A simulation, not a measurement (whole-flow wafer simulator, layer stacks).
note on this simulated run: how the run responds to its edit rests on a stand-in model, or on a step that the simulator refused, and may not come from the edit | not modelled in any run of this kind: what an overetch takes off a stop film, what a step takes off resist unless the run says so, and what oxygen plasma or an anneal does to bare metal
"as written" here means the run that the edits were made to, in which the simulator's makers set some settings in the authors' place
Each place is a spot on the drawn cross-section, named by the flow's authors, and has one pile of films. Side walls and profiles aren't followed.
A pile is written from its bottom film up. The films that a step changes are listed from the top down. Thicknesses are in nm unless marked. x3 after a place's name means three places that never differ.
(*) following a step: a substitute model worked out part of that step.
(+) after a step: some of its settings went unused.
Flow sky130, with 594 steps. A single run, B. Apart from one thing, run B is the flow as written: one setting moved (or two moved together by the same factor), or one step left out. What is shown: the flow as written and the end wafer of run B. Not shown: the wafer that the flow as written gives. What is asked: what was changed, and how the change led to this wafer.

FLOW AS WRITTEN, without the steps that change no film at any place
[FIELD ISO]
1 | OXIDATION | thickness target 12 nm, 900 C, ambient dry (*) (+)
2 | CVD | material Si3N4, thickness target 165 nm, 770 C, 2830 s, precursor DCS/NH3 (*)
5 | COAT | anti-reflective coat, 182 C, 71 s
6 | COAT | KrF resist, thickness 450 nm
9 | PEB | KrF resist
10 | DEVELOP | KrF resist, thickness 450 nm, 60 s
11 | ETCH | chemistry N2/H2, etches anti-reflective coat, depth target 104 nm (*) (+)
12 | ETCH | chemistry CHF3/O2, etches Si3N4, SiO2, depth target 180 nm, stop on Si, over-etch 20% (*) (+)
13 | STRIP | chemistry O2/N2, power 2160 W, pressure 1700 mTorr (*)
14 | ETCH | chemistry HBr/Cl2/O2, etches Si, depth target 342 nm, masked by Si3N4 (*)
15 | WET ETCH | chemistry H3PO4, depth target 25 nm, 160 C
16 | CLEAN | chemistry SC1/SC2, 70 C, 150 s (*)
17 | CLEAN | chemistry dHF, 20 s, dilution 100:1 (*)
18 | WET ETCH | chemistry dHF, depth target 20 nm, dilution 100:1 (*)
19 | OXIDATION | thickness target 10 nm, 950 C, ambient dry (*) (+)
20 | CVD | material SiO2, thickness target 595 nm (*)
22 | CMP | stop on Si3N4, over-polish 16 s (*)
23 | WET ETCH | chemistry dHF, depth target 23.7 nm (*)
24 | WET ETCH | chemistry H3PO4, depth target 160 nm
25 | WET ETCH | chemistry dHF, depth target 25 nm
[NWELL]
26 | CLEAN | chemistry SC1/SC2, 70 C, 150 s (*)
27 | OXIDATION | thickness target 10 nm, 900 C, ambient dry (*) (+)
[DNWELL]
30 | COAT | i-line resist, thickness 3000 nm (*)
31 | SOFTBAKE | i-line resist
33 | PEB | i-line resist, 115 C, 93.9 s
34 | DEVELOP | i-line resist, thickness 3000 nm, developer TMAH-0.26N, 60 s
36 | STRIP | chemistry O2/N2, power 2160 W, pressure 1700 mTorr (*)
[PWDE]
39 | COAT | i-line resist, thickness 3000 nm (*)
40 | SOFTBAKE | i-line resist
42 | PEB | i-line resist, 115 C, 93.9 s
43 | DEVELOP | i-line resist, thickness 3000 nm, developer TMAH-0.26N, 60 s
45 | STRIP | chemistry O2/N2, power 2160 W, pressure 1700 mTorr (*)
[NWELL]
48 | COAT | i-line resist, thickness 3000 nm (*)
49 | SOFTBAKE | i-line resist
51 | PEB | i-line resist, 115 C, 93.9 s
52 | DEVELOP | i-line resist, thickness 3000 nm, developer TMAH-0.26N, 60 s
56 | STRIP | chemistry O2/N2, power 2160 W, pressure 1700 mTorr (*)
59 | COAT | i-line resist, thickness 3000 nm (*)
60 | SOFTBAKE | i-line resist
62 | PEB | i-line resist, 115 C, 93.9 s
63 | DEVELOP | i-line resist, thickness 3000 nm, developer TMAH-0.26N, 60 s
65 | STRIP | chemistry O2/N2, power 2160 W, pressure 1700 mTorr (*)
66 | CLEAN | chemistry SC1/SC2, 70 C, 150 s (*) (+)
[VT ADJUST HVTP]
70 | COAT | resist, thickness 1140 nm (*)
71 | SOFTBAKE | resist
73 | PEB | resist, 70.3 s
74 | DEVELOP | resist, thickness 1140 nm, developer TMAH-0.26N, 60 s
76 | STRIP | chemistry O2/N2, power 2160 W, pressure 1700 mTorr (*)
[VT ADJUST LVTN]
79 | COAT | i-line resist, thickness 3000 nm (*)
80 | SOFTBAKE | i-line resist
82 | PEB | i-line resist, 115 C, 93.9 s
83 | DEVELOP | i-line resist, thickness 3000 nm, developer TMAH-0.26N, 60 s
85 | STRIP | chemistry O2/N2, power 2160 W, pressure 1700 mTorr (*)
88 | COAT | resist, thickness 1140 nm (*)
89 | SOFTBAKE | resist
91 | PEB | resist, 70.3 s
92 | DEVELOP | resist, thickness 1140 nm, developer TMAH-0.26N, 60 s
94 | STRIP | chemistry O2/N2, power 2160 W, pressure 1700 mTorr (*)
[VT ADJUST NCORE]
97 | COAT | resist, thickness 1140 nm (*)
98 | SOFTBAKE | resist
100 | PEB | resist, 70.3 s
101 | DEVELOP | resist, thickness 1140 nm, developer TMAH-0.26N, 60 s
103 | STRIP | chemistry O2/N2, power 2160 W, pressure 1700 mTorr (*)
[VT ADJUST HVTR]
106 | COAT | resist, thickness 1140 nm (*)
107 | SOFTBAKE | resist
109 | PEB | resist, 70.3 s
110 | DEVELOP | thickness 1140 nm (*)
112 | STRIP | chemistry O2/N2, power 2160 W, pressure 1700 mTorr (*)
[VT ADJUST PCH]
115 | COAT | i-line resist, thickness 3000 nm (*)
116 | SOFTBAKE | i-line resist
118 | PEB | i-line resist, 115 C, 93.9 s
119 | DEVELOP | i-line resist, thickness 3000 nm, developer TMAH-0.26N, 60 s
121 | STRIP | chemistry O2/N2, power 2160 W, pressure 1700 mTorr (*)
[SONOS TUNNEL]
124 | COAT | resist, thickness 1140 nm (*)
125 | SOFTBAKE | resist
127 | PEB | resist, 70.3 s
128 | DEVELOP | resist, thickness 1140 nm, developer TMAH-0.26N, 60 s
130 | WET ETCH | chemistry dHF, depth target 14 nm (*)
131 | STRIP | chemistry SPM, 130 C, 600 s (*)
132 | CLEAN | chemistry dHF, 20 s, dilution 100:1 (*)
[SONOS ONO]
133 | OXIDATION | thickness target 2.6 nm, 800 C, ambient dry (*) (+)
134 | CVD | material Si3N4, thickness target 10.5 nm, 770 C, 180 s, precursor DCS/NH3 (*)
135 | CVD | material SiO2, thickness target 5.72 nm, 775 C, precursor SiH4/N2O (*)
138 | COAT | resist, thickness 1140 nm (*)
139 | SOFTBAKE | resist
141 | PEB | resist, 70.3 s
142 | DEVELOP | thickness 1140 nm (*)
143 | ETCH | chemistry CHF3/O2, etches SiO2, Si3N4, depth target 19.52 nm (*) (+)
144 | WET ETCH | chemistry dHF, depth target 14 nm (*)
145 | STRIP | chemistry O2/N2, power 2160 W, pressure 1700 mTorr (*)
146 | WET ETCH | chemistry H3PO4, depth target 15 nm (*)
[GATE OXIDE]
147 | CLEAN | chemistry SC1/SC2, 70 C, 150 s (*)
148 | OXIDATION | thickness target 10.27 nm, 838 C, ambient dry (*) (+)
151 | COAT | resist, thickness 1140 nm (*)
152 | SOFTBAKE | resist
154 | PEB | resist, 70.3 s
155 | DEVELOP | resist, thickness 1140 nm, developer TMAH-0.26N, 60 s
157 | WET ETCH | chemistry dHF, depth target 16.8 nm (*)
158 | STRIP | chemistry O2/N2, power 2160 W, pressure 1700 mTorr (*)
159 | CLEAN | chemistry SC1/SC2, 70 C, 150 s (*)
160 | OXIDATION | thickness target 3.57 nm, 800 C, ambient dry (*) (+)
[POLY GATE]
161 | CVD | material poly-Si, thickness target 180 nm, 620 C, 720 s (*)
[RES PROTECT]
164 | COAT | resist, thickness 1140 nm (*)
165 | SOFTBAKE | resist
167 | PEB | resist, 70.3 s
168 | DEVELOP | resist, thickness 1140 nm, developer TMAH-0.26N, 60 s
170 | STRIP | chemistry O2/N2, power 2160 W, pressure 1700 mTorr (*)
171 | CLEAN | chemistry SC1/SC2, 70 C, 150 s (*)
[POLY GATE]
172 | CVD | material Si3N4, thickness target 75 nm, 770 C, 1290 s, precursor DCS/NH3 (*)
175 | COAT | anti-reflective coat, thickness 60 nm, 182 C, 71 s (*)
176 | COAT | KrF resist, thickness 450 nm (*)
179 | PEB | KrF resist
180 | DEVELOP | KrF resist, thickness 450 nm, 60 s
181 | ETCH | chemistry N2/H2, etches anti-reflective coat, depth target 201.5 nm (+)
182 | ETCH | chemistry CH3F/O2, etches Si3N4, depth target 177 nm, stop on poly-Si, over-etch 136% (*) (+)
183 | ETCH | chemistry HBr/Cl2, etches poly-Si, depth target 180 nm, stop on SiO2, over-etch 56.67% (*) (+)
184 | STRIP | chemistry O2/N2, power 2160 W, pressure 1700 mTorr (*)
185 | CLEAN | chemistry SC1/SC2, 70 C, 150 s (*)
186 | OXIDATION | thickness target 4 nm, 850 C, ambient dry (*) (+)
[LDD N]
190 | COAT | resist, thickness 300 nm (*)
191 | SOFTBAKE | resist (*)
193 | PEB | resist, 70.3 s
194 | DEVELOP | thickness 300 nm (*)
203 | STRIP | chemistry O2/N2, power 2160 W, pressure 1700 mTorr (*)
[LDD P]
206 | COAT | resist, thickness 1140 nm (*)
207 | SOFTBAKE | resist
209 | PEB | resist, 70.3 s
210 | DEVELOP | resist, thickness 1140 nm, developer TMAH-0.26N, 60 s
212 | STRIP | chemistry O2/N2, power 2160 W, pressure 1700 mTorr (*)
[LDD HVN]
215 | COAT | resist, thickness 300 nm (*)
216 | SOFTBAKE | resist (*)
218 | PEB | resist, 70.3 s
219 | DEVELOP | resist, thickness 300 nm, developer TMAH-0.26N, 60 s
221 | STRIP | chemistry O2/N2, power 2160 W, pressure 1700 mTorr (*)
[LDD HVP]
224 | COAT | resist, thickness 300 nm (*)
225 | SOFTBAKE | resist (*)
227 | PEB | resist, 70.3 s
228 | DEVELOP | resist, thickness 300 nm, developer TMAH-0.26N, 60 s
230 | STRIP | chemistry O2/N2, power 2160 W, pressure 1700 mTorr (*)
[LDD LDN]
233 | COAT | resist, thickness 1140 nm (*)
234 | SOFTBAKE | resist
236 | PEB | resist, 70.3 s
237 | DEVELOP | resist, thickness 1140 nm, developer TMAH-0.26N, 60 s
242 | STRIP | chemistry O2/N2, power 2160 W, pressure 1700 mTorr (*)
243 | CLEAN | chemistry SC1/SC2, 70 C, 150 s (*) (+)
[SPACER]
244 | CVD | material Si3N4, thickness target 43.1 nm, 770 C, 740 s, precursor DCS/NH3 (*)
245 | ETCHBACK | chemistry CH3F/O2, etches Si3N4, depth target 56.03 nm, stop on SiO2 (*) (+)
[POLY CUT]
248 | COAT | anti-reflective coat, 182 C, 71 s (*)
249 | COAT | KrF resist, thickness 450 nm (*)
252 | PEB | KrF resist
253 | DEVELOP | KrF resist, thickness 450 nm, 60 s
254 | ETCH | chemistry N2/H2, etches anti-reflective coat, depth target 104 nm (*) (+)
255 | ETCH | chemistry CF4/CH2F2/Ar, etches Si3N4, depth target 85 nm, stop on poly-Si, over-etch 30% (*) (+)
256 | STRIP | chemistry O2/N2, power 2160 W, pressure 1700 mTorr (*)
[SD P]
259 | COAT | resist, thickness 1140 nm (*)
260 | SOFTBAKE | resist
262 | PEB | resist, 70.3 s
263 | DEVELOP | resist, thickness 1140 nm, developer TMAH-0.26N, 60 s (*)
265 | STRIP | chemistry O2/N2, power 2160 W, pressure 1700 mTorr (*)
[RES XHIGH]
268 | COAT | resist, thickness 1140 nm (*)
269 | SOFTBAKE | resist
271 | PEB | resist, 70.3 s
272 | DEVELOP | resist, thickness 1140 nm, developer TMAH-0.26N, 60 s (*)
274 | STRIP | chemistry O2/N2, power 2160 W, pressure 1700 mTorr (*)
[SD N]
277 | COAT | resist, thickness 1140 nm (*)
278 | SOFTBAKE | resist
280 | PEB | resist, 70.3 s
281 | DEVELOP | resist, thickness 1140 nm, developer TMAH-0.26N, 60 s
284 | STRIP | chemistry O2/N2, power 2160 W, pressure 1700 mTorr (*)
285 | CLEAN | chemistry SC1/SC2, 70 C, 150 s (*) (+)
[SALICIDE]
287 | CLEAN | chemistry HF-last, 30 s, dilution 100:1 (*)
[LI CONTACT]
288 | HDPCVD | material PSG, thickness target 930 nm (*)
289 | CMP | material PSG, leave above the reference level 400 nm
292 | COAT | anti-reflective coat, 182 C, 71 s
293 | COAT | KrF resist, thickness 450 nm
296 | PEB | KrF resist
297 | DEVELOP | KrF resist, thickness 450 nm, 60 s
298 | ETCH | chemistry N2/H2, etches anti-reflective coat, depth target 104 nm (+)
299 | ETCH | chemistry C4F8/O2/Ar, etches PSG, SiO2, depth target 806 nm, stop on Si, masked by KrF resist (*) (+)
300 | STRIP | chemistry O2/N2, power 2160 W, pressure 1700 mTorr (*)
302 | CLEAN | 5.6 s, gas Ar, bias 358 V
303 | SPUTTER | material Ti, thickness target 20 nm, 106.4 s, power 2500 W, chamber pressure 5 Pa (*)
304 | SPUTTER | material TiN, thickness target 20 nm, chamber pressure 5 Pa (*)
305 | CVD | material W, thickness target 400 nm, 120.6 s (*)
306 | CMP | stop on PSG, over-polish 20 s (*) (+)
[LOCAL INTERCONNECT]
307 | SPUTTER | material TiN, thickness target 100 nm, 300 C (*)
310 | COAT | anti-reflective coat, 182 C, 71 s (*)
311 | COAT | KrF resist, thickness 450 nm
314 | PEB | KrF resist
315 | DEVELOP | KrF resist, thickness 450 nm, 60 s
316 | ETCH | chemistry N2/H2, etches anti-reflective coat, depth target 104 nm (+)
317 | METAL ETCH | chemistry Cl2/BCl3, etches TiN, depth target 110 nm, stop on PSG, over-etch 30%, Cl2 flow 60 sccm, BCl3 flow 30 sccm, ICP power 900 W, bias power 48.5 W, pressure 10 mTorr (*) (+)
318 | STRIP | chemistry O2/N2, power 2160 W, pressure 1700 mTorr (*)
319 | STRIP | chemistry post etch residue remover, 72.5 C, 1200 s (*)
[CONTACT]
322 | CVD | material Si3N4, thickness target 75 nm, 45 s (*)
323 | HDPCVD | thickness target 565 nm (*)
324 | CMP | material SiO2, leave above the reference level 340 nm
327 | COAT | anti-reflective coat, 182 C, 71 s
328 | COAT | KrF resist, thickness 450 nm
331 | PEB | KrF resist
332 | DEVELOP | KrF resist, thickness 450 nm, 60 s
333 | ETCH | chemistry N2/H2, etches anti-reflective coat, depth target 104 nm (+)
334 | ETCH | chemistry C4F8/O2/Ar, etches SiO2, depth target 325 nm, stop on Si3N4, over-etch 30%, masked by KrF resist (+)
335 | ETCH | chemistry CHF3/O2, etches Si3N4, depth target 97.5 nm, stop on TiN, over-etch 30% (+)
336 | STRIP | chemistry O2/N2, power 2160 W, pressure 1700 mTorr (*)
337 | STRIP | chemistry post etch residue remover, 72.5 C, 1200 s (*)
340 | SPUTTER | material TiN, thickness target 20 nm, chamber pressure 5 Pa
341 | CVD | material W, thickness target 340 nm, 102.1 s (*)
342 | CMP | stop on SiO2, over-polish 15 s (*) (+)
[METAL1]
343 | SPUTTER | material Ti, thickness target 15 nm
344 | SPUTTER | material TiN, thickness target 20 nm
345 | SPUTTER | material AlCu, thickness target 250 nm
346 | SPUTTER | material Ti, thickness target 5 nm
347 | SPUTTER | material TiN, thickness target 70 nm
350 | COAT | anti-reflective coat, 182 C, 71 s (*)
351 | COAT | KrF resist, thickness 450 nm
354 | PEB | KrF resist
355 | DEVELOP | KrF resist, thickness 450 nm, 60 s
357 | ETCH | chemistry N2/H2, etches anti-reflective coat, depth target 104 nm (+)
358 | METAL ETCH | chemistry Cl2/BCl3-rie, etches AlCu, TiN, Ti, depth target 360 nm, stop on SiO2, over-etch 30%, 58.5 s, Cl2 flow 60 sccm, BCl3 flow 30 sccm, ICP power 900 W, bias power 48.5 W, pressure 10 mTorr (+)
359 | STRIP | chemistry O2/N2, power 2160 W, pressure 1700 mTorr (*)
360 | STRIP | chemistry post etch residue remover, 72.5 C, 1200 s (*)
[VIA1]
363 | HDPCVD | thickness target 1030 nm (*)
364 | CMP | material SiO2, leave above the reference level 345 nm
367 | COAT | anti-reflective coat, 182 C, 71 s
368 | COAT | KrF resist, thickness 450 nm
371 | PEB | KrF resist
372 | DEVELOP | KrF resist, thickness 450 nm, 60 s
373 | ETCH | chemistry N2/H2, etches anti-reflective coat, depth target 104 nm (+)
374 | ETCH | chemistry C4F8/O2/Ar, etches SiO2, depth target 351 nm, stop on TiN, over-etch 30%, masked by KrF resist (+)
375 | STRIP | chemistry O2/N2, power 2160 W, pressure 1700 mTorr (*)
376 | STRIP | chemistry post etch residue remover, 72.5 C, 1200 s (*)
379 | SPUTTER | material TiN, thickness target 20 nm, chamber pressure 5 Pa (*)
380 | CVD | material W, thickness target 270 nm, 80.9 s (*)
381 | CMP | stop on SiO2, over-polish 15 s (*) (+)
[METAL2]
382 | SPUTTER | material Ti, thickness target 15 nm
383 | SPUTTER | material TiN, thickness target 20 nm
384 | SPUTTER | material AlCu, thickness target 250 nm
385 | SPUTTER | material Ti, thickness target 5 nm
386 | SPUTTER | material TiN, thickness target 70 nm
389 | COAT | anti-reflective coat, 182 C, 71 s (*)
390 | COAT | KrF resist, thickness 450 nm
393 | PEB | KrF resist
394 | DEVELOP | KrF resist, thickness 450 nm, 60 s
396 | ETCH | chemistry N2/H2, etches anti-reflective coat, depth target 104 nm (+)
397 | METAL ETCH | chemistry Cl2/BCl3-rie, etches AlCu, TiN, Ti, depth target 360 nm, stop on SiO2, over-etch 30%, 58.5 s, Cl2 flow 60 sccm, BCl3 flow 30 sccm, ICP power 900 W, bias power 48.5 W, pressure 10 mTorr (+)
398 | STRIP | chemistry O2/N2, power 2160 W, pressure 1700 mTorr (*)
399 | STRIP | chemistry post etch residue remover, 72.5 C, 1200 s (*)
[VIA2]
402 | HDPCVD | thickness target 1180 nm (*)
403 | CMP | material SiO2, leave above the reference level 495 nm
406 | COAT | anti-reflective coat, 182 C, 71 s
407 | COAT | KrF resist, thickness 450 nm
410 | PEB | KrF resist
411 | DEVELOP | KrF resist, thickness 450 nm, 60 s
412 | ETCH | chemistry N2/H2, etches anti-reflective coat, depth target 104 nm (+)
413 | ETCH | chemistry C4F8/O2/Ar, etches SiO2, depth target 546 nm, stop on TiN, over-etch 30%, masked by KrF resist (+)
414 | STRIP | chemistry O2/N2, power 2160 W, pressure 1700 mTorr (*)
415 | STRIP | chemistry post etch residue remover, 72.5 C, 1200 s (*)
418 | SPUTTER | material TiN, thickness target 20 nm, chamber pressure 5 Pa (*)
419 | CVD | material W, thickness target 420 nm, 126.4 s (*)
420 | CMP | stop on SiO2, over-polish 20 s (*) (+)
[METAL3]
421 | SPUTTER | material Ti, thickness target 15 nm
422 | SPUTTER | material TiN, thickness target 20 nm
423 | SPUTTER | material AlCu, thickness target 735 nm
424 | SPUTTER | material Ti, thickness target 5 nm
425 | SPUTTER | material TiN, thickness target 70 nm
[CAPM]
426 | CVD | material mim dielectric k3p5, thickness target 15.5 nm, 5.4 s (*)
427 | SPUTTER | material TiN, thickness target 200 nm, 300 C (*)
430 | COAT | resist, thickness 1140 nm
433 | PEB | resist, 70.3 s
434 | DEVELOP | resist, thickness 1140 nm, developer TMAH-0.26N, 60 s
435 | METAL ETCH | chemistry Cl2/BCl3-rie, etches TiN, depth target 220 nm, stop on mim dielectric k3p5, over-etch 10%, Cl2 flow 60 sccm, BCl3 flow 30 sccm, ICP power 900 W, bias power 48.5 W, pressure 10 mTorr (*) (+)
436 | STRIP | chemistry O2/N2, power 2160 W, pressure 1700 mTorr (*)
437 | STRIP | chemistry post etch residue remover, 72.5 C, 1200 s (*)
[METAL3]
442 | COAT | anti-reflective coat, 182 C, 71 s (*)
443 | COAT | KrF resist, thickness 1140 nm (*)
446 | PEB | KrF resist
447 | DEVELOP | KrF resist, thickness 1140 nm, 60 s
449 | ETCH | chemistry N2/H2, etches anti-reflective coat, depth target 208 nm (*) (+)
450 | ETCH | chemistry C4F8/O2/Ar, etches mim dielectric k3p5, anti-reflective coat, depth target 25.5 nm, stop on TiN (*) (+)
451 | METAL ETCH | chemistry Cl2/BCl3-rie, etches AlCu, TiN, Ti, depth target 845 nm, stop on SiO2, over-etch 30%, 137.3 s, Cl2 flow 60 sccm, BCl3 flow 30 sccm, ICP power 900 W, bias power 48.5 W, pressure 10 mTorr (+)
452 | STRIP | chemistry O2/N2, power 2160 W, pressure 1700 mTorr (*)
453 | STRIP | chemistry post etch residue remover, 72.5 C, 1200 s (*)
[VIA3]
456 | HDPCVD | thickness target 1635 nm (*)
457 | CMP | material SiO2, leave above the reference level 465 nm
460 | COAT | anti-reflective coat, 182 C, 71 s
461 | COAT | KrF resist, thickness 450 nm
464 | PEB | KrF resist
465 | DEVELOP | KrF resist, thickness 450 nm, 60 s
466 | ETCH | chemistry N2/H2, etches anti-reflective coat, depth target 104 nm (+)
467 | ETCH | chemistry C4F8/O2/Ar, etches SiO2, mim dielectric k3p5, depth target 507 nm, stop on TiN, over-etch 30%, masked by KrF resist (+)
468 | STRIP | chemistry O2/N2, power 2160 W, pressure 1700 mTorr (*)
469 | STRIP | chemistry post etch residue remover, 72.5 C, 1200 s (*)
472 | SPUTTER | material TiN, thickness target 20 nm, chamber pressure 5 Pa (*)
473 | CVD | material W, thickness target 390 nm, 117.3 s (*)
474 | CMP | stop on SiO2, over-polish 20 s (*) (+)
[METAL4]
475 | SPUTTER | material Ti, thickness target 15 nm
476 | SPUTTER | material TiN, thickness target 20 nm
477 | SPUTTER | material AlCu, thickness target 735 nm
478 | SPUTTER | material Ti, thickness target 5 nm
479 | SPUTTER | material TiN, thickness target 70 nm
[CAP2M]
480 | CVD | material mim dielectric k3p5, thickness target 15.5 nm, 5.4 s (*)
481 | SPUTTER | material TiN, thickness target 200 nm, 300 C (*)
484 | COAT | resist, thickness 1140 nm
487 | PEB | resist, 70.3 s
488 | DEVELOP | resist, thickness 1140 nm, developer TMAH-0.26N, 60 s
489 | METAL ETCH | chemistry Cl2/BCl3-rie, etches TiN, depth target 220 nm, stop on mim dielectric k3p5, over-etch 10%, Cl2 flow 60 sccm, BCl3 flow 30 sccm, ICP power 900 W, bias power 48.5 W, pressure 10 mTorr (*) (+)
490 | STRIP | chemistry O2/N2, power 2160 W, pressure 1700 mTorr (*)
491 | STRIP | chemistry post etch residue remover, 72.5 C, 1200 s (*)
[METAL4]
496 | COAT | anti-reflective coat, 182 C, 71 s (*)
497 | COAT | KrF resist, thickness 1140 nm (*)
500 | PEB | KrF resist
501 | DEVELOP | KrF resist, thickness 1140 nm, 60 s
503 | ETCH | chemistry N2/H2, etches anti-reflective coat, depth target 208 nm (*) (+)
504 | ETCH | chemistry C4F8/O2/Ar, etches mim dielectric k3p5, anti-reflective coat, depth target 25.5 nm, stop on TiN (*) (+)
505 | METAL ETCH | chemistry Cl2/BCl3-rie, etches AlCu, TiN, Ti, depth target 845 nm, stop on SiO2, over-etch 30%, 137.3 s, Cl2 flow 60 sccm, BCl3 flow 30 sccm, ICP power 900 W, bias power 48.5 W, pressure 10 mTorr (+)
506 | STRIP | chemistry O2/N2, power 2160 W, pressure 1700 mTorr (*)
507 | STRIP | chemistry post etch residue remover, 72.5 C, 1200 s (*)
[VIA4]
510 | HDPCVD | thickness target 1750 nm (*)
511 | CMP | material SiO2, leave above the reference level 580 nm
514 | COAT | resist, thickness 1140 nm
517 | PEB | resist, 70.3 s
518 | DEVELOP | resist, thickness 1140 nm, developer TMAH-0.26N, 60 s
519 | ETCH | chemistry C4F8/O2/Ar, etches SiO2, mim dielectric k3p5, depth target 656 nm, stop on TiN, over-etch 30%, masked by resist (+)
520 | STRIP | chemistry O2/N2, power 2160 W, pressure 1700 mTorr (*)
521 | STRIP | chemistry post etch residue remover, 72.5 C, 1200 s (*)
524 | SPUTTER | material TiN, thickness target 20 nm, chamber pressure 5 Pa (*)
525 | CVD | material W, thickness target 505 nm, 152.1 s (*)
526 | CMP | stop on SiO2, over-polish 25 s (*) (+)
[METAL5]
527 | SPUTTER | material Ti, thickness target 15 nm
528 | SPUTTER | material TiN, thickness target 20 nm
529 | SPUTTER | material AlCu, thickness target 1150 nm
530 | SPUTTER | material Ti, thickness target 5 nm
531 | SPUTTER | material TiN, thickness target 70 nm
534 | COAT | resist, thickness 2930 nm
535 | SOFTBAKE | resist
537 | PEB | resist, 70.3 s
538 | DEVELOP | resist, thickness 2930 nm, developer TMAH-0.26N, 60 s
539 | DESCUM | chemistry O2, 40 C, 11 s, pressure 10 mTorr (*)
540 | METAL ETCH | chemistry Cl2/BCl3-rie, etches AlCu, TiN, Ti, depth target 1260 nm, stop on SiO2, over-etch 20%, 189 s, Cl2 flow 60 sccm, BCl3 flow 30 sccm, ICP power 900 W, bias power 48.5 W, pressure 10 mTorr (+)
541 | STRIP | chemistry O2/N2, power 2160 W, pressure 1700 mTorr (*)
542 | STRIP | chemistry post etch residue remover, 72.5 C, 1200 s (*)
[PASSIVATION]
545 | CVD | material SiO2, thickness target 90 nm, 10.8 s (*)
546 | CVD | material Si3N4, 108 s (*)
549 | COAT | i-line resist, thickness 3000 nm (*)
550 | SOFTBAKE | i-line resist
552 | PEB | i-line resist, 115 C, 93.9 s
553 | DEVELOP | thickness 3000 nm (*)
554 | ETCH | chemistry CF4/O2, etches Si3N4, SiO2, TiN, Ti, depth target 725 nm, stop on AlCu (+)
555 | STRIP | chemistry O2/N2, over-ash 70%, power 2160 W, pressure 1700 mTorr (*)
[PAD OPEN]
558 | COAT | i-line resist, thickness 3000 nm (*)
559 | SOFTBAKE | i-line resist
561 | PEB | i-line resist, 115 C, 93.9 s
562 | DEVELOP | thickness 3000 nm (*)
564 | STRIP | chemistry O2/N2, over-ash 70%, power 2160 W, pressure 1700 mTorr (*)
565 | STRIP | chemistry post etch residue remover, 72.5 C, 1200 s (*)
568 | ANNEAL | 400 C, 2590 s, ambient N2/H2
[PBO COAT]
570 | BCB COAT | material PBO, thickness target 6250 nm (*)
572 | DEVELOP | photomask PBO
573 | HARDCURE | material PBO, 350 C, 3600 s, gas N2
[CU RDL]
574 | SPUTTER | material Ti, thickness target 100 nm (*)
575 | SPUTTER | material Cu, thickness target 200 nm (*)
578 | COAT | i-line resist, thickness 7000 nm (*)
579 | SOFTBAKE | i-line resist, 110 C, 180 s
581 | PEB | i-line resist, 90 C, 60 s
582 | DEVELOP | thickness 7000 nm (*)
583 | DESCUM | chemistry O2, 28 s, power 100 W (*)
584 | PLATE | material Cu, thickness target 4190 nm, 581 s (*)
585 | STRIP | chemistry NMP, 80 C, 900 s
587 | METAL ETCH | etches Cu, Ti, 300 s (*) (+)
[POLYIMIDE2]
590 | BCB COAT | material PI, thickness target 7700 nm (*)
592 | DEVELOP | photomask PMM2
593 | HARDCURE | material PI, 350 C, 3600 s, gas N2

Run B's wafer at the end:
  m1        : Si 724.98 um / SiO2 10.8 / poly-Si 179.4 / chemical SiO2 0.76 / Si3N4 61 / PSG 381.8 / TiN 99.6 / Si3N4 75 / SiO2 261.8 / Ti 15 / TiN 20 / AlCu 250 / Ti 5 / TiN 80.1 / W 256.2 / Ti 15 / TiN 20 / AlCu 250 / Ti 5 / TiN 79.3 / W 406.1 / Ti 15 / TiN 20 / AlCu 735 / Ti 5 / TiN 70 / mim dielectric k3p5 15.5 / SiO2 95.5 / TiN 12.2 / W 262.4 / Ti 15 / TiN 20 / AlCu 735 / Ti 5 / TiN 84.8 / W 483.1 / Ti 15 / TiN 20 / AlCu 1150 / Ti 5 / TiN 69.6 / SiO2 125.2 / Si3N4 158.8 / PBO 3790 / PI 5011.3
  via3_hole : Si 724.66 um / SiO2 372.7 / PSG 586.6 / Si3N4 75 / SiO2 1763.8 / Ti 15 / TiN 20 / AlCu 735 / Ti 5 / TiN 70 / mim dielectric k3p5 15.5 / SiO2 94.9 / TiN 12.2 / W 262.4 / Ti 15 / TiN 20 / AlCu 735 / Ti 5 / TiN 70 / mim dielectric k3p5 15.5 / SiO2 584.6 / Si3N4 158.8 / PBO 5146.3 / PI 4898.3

The reason: step 467, ETCH: depth target 279 nm was run, whereas the flow has depth target 507 nm.

How this came from the change, step by step:
  467 | ETCH | chemistry C4F8/O2/Ar, etches SiO2, mim dielectric k3p5, depth target 507 nm, stop on TiN, over-etch 30%, masked by KrF resist (+)
      m1: -279 SiO2 (in the flow as written it would be: -374.5 SiO2 (all of it), -15.5 mim dielectric k3p5 (all of it))
      via3_hole: -279 SiO2 (in the flow as written it would be: -373.9 SiO2 (all of it), -15.5 mim dielectric k3p5 (all of it))
      (as well as at 190 more places)
  468 | STRIP | chemistry O2/N2, power 2160 W, pressure 1700 mTorr (*)
      field, active, n_well and 187 more: -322 KrF resist (all of it), -80 anti-reflective coat (all of it) (in the flow as written it would be: -276.4 KrF resist (all of it), -80 anti-reflective coat (all of it))
  472 | SPUTTER | material TiN, thickness target 20 nm, chamber pressure 5 Pa (*)
      m1, via3_hole: +12.2 TiN (new film) (in the flow as written it would be: +10.6 TiN)
  473 | CVD | material W, thickness target 390 nm, 117.3 s (*)
      m1: +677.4 W (new film) (in the flow as written it would be: +790.5 W (new film))
      via3_hole: +677.4 W (new film) (in the flow as written it would be: +789.9 W (new film))
With metal films that touch counted as one body, m1 has 3 bodies (between them, from the top down: SiO2 95.5 / mim dielectric k3p5 15.5; SiO2 261.8 / Si3N4 75); the flow as written gives 2 bodies (between them, from the top down: SiO2 261.8 / Si3N4 75).
With metal films that touch counted as one body, via3_hole has 2 bodies (between them, from the top down: SiO2 94.9 / mim dielectric k3p5 15.5); the flow as written gives 1 body.
